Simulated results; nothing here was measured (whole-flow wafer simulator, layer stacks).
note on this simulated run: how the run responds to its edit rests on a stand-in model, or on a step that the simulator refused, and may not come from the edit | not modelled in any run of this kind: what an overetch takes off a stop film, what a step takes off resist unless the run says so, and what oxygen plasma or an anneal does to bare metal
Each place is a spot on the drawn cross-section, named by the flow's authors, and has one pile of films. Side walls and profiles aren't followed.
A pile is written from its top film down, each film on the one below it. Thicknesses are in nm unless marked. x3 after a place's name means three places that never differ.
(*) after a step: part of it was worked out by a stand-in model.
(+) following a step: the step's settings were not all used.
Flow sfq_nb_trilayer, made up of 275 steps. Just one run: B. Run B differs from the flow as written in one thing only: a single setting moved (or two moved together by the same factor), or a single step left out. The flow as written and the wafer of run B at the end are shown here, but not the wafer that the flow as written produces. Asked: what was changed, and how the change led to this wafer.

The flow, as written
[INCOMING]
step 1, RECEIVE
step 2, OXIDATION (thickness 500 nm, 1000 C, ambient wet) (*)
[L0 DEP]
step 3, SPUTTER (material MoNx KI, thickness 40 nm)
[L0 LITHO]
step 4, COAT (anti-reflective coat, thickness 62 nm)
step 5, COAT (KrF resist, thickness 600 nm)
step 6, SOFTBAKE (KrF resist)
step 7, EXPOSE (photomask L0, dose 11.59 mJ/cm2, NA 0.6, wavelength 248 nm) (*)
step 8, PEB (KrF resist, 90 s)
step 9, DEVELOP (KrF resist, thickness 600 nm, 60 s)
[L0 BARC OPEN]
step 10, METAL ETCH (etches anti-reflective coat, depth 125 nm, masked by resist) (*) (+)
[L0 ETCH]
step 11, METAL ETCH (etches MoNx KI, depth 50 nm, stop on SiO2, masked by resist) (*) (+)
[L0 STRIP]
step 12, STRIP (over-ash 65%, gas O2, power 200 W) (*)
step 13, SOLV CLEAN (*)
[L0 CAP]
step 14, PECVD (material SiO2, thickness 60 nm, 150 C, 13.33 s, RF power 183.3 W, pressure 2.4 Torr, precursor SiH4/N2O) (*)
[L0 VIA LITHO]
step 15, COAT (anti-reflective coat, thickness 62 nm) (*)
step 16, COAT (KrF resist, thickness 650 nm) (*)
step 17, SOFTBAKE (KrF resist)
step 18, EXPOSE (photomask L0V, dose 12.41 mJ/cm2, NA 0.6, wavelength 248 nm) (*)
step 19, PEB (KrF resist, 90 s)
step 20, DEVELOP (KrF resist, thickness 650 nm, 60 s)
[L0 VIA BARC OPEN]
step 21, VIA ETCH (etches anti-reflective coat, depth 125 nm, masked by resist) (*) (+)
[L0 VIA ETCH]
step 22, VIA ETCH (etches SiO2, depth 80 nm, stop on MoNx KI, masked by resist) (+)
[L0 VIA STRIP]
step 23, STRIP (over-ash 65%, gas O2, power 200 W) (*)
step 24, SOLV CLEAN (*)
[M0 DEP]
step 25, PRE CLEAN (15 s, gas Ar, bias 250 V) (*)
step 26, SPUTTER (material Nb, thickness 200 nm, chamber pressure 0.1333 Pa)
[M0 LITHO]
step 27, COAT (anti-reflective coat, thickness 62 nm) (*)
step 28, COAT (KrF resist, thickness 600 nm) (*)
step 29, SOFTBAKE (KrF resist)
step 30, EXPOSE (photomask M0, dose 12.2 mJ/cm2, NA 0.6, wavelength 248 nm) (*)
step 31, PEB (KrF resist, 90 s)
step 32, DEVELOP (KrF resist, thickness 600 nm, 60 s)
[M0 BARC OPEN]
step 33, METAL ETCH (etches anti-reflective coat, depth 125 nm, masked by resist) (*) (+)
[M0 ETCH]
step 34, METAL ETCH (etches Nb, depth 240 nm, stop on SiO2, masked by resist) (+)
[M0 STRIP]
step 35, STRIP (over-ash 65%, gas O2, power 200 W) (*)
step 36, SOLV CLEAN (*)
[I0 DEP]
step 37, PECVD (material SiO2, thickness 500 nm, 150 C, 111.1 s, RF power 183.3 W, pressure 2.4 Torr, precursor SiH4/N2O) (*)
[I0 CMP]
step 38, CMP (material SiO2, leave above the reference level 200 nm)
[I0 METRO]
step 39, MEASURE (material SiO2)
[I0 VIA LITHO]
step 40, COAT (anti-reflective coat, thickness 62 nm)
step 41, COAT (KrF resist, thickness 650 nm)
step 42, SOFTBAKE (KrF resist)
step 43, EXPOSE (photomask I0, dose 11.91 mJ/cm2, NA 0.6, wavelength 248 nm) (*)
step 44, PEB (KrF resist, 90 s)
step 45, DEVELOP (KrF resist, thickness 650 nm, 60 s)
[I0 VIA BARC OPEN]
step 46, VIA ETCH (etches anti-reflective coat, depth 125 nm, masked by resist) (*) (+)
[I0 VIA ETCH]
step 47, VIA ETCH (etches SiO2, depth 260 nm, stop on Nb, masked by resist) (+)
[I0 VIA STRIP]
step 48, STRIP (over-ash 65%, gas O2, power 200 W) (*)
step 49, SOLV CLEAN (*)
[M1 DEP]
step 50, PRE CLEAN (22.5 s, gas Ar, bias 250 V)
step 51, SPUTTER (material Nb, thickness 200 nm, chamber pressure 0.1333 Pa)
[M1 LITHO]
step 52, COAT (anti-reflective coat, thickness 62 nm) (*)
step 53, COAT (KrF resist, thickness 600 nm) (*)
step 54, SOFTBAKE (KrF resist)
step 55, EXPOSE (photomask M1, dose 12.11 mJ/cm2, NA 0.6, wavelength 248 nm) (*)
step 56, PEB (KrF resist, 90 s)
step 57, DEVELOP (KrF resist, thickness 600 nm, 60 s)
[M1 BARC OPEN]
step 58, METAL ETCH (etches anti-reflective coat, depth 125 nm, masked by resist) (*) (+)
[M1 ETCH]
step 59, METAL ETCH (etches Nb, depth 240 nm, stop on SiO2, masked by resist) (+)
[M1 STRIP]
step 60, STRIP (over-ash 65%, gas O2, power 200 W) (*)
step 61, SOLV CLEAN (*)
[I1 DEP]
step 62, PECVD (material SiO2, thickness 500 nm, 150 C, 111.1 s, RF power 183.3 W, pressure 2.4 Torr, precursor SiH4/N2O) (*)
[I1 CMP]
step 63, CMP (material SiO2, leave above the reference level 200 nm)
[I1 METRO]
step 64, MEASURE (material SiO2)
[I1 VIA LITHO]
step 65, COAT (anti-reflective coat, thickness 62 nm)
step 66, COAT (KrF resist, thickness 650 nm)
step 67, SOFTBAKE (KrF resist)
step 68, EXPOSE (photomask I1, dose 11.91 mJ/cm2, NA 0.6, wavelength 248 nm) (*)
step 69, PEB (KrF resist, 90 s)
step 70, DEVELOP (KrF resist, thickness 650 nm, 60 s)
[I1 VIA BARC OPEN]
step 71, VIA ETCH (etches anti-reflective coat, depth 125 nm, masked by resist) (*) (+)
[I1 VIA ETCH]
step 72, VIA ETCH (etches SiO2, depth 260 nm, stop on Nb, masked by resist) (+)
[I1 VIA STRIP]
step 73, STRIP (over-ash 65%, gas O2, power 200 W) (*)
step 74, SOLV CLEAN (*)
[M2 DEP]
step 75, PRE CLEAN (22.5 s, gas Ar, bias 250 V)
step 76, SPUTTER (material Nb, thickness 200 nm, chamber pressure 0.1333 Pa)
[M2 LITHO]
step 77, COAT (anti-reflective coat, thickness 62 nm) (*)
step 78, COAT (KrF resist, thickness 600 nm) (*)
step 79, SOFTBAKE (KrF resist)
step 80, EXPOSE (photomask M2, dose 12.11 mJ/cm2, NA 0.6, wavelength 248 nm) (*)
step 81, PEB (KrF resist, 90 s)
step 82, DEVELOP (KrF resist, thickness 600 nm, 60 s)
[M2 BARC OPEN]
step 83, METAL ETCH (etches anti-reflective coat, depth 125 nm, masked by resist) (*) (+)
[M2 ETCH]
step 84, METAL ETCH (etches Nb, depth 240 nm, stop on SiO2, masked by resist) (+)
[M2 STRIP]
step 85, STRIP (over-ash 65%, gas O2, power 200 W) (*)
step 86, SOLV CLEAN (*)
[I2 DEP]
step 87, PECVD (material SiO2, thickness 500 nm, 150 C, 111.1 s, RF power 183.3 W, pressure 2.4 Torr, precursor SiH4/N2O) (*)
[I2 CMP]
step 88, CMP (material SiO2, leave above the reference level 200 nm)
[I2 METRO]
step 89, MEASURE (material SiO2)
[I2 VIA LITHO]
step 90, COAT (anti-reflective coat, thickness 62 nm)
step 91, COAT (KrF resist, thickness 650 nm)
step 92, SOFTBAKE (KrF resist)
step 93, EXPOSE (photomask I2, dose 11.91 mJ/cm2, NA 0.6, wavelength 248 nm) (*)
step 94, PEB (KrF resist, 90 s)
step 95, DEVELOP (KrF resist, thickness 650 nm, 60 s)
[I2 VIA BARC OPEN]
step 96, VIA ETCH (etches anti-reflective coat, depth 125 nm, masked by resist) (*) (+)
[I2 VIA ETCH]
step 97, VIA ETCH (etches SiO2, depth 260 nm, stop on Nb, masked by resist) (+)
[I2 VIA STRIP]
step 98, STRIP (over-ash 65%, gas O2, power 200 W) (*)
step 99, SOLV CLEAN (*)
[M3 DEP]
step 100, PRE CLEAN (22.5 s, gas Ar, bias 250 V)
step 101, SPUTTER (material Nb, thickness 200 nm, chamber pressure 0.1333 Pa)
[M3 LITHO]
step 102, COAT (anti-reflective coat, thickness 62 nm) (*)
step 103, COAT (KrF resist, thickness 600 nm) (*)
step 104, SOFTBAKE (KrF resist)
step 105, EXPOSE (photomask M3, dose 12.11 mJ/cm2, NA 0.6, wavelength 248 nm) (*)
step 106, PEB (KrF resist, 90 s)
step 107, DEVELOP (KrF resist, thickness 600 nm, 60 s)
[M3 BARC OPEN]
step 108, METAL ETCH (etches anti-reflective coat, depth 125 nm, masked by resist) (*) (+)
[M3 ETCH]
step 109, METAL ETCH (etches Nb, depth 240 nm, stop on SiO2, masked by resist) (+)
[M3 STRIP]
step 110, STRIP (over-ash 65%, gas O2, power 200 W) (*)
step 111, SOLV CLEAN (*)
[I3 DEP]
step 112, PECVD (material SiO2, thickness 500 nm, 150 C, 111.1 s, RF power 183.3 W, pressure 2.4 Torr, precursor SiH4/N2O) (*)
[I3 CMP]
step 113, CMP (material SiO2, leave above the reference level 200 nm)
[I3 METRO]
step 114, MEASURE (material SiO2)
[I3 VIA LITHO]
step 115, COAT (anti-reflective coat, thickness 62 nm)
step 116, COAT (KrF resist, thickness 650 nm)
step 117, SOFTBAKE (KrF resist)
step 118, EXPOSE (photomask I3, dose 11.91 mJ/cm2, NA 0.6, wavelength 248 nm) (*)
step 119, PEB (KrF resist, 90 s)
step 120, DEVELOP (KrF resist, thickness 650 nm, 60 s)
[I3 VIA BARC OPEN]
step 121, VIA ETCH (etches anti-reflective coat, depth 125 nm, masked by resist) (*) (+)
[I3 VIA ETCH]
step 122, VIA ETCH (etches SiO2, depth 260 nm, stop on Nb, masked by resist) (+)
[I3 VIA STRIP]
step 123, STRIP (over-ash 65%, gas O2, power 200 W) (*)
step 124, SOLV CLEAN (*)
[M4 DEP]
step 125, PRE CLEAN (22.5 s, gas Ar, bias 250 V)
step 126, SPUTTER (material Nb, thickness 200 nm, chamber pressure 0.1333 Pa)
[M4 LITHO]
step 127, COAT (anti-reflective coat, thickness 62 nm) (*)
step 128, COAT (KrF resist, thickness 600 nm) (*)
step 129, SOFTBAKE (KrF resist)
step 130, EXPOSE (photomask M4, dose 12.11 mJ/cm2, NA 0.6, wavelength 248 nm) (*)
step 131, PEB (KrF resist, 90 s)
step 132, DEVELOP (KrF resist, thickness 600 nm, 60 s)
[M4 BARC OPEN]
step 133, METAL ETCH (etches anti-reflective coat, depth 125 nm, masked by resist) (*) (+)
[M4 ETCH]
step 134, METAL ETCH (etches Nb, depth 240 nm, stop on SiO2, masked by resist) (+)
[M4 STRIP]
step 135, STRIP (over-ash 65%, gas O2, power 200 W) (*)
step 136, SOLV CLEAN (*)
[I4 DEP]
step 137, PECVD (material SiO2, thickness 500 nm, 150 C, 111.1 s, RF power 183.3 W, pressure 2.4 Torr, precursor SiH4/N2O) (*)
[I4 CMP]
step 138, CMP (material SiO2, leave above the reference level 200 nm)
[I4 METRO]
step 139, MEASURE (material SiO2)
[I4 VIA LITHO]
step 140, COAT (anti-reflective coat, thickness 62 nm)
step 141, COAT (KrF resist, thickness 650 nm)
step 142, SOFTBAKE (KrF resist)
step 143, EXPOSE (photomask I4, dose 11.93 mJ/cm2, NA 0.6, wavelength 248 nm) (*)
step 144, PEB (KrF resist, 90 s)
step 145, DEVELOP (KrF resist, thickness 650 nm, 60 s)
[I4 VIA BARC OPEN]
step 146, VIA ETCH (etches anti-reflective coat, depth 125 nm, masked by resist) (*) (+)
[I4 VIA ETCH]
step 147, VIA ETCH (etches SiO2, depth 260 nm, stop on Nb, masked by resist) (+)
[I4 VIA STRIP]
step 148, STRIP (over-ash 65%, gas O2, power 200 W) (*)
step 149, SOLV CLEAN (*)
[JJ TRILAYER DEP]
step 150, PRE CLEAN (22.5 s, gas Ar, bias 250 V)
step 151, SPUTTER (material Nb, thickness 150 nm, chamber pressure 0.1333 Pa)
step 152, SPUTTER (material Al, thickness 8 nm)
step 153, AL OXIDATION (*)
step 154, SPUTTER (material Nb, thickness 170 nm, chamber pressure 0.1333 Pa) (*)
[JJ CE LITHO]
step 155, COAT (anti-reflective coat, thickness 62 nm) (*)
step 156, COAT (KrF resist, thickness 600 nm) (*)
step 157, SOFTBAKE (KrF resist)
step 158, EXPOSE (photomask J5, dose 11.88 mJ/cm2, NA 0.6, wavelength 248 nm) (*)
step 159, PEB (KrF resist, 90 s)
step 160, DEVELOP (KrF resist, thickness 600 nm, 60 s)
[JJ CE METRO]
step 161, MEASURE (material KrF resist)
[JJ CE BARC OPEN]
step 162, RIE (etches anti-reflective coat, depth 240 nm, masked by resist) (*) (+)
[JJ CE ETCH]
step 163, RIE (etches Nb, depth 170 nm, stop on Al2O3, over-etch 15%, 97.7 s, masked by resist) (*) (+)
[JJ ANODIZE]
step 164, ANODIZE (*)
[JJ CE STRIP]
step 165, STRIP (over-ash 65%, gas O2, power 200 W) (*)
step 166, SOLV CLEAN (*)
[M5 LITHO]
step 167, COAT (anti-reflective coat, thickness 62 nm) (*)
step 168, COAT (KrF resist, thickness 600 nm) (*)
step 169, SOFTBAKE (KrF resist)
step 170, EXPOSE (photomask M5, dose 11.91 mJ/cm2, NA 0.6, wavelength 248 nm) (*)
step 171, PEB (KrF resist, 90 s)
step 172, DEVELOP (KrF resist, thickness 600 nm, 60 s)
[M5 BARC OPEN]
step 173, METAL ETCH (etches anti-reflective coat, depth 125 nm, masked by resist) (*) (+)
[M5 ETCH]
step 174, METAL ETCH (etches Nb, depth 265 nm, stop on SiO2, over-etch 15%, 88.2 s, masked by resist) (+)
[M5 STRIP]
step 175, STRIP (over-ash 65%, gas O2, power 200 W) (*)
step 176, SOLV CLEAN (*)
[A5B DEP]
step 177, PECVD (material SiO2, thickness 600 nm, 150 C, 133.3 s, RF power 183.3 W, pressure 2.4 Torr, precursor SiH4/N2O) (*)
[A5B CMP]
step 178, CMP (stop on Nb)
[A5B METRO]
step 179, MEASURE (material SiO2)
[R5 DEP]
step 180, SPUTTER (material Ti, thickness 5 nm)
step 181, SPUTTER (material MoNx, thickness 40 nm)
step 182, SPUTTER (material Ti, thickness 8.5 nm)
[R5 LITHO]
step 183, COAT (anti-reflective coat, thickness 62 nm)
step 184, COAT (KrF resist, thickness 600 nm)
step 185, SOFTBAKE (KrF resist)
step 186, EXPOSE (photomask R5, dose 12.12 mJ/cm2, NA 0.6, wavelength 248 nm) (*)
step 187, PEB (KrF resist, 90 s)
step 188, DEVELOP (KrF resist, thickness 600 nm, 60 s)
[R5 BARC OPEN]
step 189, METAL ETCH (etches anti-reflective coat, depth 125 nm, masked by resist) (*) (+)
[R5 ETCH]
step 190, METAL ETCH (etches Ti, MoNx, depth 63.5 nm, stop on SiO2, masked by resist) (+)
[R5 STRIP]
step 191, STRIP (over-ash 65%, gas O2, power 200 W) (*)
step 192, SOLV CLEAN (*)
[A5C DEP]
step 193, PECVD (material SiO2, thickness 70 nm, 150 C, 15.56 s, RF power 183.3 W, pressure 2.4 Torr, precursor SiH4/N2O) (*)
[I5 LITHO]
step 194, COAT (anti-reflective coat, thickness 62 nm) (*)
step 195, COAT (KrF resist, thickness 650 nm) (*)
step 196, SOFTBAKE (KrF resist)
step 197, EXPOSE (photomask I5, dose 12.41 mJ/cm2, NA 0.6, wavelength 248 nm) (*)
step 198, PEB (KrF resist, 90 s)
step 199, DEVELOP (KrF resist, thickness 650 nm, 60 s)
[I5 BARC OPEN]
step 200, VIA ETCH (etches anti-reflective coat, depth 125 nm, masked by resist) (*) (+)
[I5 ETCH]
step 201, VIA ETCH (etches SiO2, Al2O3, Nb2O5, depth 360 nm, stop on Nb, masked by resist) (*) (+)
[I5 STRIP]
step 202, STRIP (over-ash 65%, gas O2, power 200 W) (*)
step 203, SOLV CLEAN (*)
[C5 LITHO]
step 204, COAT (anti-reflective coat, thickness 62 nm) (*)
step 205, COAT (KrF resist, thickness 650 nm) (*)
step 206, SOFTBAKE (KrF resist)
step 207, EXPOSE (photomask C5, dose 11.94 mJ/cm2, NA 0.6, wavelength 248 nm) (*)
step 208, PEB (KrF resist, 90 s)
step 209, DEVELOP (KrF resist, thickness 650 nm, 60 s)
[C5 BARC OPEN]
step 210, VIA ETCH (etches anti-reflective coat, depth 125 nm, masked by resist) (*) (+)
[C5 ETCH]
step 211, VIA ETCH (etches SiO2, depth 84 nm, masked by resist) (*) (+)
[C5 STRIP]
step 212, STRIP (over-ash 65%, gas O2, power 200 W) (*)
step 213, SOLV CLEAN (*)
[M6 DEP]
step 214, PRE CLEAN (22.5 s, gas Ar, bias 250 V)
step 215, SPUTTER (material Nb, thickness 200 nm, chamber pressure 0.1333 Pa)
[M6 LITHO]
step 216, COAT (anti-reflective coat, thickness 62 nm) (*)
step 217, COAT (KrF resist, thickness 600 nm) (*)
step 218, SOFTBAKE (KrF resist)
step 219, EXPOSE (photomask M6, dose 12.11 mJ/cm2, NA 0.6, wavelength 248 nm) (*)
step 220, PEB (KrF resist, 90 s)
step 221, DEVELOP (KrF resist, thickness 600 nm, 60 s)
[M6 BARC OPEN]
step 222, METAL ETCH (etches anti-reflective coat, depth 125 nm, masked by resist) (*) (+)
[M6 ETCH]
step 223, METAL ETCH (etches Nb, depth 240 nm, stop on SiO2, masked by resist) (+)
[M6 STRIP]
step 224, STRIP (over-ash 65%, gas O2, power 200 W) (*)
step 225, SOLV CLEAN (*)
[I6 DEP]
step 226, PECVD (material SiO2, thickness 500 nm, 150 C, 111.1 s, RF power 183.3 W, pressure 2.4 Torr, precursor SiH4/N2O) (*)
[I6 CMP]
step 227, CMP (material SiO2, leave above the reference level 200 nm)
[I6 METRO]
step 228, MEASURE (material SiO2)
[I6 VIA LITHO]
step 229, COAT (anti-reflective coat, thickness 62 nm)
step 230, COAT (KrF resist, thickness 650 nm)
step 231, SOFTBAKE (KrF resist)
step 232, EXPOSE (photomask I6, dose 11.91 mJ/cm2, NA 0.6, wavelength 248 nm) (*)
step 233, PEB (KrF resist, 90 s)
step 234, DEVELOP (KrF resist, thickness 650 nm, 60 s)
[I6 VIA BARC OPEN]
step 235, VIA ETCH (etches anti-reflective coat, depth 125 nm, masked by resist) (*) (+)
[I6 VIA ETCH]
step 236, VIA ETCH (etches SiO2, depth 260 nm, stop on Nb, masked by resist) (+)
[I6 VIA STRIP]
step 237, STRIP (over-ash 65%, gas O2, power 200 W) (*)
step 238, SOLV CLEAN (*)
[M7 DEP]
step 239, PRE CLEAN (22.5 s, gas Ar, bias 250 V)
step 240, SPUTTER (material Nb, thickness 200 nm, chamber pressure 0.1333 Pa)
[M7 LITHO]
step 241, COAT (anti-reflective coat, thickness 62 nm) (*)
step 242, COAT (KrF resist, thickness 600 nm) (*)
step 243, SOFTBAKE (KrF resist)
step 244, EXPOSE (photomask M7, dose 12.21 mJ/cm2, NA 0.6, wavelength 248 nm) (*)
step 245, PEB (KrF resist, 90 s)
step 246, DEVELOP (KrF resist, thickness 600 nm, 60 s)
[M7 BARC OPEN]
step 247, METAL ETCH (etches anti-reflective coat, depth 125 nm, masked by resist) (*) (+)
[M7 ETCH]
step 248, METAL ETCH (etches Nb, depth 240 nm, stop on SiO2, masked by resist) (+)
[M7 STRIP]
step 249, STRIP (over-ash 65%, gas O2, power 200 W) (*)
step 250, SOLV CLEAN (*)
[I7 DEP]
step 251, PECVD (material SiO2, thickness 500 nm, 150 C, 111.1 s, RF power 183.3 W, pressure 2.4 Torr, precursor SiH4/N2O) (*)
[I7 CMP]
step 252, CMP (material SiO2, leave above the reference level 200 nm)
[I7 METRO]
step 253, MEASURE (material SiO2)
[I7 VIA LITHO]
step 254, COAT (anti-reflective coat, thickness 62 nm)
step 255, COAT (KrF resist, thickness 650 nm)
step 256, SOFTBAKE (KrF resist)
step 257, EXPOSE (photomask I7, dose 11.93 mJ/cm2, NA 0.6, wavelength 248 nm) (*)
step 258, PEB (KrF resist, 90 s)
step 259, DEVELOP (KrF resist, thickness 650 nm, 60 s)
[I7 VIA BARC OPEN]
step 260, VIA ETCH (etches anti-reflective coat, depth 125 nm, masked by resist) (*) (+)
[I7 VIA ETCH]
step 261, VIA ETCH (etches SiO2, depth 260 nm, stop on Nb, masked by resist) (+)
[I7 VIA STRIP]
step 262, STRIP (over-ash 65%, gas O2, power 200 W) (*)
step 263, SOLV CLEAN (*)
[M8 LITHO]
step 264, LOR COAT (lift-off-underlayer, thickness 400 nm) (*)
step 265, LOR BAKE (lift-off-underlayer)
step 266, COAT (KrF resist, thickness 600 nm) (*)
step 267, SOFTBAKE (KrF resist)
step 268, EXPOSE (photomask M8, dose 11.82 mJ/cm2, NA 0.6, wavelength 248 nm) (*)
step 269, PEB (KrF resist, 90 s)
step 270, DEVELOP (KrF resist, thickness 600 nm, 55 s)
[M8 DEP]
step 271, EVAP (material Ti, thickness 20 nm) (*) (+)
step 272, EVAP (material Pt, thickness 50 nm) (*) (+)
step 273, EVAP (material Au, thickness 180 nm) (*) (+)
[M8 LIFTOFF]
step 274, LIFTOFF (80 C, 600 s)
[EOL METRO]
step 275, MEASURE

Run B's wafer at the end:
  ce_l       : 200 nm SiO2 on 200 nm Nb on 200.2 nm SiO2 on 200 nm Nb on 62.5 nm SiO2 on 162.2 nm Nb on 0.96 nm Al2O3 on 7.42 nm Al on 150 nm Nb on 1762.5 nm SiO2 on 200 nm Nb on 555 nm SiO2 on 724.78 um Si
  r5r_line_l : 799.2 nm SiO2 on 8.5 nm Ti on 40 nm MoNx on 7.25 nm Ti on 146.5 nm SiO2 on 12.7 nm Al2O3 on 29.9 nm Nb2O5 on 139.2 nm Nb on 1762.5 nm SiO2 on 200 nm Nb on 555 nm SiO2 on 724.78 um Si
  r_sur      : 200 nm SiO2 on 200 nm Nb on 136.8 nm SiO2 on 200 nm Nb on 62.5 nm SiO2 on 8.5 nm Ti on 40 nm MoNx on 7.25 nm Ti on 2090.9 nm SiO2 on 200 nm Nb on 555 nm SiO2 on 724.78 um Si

The reason: step 180, SPUTTER: thickness 7.25 nm was run, whereas the flow has thickness 5 nm.
One can read it off the wafer: r5r_line_l has Ti 7.25, and step 180 as written asks for 5 nm.

The path from the change to this, step by step:
  step 180, SPUTTER (material Ti, thickness 5 nm)
      field_l, v_sur, via_wl and 103 more: +7.25 Ti (new film) (as written it would have been: +5 Ti (new film))
  step 190, METAL ETCH (etches Ti, MoNx, depth 63.5 nm, stop on SiO2, masked by resist) (+)
      field_l, v_sur, via_wl and 92 more: -8.5 Ti (all of it), -40 MoNx (all of it), -7.25 Ti (all of it) (as written it would have been: -8.5 Ti (all of it), -40 MoNx (all of it), -5 Ti (all of it))
      ce_l, c5j, ce_r, wl_jj: -8.5 Ti (all of it), -40 MoNx (all of it), -7.25 Ti (all of it), -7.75 Nb (as written it would have been: -8.5 Ti (all of it), -40 MoNx (all of it), -5 Ti (all of it), -10 Nb)
